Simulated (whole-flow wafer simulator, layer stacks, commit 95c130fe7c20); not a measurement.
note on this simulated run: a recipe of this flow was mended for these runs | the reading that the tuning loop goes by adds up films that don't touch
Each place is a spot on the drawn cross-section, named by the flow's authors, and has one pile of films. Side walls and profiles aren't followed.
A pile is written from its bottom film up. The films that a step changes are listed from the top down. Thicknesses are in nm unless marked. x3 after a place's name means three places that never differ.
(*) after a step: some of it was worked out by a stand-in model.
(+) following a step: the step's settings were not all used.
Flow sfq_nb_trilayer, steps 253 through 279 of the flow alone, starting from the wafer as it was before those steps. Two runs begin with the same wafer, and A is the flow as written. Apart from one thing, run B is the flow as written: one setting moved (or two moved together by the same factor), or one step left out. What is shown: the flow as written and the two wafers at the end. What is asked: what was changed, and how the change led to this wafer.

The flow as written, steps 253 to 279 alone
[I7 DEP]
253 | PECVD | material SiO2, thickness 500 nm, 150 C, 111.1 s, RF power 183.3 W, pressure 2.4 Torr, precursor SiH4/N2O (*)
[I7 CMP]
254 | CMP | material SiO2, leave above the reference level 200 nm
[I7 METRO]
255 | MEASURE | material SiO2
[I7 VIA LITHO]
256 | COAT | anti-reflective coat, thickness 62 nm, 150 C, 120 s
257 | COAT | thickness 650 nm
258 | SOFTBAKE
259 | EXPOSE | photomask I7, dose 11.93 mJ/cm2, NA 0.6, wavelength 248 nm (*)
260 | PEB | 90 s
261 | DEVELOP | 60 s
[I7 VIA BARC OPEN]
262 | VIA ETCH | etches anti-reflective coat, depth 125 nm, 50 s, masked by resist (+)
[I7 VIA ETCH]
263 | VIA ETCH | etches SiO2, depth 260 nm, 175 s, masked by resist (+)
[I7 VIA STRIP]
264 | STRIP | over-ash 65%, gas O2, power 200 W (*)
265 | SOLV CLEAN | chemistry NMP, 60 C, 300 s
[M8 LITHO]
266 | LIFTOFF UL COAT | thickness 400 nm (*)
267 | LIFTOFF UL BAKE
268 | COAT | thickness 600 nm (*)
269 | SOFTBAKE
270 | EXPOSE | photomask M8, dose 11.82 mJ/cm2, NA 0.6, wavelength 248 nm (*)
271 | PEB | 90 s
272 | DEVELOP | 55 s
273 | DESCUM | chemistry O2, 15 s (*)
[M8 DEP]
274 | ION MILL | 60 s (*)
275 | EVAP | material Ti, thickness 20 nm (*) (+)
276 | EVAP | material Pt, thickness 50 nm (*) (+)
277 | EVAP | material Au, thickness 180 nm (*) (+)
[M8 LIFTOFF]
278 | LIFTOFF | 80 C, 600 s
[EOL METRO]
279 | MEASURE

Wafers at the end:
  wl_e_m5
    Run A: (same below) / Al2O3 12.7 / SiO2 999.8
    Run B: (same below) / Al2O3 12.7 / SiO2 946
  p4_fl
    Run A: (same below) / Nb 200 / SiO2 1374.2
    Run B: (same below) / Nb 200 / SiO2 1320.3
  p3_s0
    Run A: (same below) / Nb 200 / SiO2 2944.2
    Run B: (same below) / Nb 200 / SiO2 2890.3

What caused this: step 253, PECVD: 77.78 s was run, though the flow has 111.1 s.

How this came from the change, step by step:
  253 | PECVD | material SiO2, thickness 500 nm, 150 C, 111.1 s, RF power 183.3 W, pressure 2.4 Torr, precursor SiH4/N2O (*)
      field_l, p4_fl, p4_fm and 56 more: A +500 SiO2 | B +350.1 SiO2
      v_sur, via_wl, via_w and 37 more: A +500 SiO2 (new film) | B +350.1 SiO2 (new film)
      (and at 7 other places as well)
  254 | CMP | material SiO2, leave above the reference level 200 nm
      field_l, p4_fl, p4_fm and 56 more: A -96 SiO2 | B nothing
      field_r, lsp_l: A -73.2 SiO2 | B nothing
      (and at 45 other places as well)
  256 | COAT | anti-reflective coat, thickness 62 nm, 150 C, 120 s
      wl_j_sl, wl_jj, wl_j_sr, wl_a_sl, wl_g_sr: A +62 anti-reflective coat (new film) | B +60.7 anti-reflective coat (new film)
      p4_w1, wl_a_m6, m5r_line_l, m5r_line_r: A +62 anti-reflective coat (new film) | B +60.6 anti-reflective coat (new film)
      (and at 73 other places as well)
  257 | COAT | thickness 650 nm
      via_w: A +650 KrF-resist-other-grade (new film) | B +635.6 KrF-resist-other-grade (new film)
      r_end: A +650 KrF-resist-other-grade (new film) | B +636 KrF-resist-other-grade (new film)
      (and at 6 other places as well)
  261 | DEVELOP | 60 s
      via_w: A -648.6 KrF-resist-other-grade (all of it) | B -634.2 KrF-resist-other-grade (all of it)
  262 | VIA ETCH | etches anti-reflective coat, depth 125 nm, 50 s, masked by resist (+)
      via_w, via_wr: A -62 anti-reflective coat (all of it), -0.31 SiO2 | B -60.3 anti-reflective coat (all of it), -0.32 SiO2
      via_wl: A -62 anti-reflective coat (all of it), -0.31 SiO2 | B -55.1 anti-reflective coat (all of it), -0.35 SiO2
  264 | STRIP | over-ash 65%, gas O2, power 200 W (*)
      m0r_line_l, m0r_line_r, m6r_line_l, m6r_line_r: A -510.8 KrF-resist-other-grade (all of it), -62 anti-reflective coat (all of it) | B -517.7 KrF-resist-other-grade (all of it), -70.9 anti-reflective coat (all of it)
      m0r_space_l x2, m6r_space_l x2: A -510.8 KrF-resist-other-grade (all of it), -62 anti-reflective coat (all of it) | B -512.4 KrF-resist-other-grade (all of it), -77.3 anti-reflective coat (all of it)
      (and at 77 other places as well)
  266 | LIFTOFF UL COAT | thickness 400 nm (*)
      m0r_line_l, m0r_line_r, m6r_line_l, m6r_line_r: A +400 lift-off-underlayer (new film) | B +412.5 lift-off-underlayer (new film)
      m0r_space_l x2, m6r_space_l x2: A +400 lift-off-underlayer (new film) | B +416.4 lift-off-underlayer (new film)
      (and at 59 other places as well)
  272 | DEVELOP | 55 s
      field_l: A -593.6 KrF-resist-other-grade (all of it), -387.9 lift-off-underlayer (all of it) | B -599.6 KrF-resist-other-grade (all of it), -407.5 lift-off-underlayer (all of it)
      v_sur: A -607.6 KrF-resist-other-grade (all of it), -368.7 lift-off-underlayer (all of it) | B -600.6 KrF-resist-other-grade (all of it), -351 lift-off-underlayer (all of it)
      (and at 9 other places as well)
  278 | LIFTOFF | 80 C, 600 s
      m0r_line_l, m0r_line_r, m6r_line_l, m6r_line_r: A -180 Au (all of it), -50 Pt (all of it), -20 Ti (all of it), -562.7 KrF-resist-other-grade (all of it), -400 lift-off-underlayer (all of it) | B -180 Au (all of it), -50 Pt (all of it), -20 Ti (all of it), -566.9 KrF-resist-other-grade (all of it), -412.5 lift-off-underlayer (all of it)
      m0r_space_l x2, m6r_space_l x2: A -180 Au (all of it), -50 Pt (all of it), -20 Ti (all of it), -562.7 KrF-resist-other-grade (all of it), -400 lift-off-underlayer (all of it) | B -180 Au (all of it), -50 Pt (all of it), -20 Ti (all of it), -563.8 KrF-resist-other-grade (all of it), -416.4 lift-off-underlayer (all of it)
      (and at 48 other places as well)
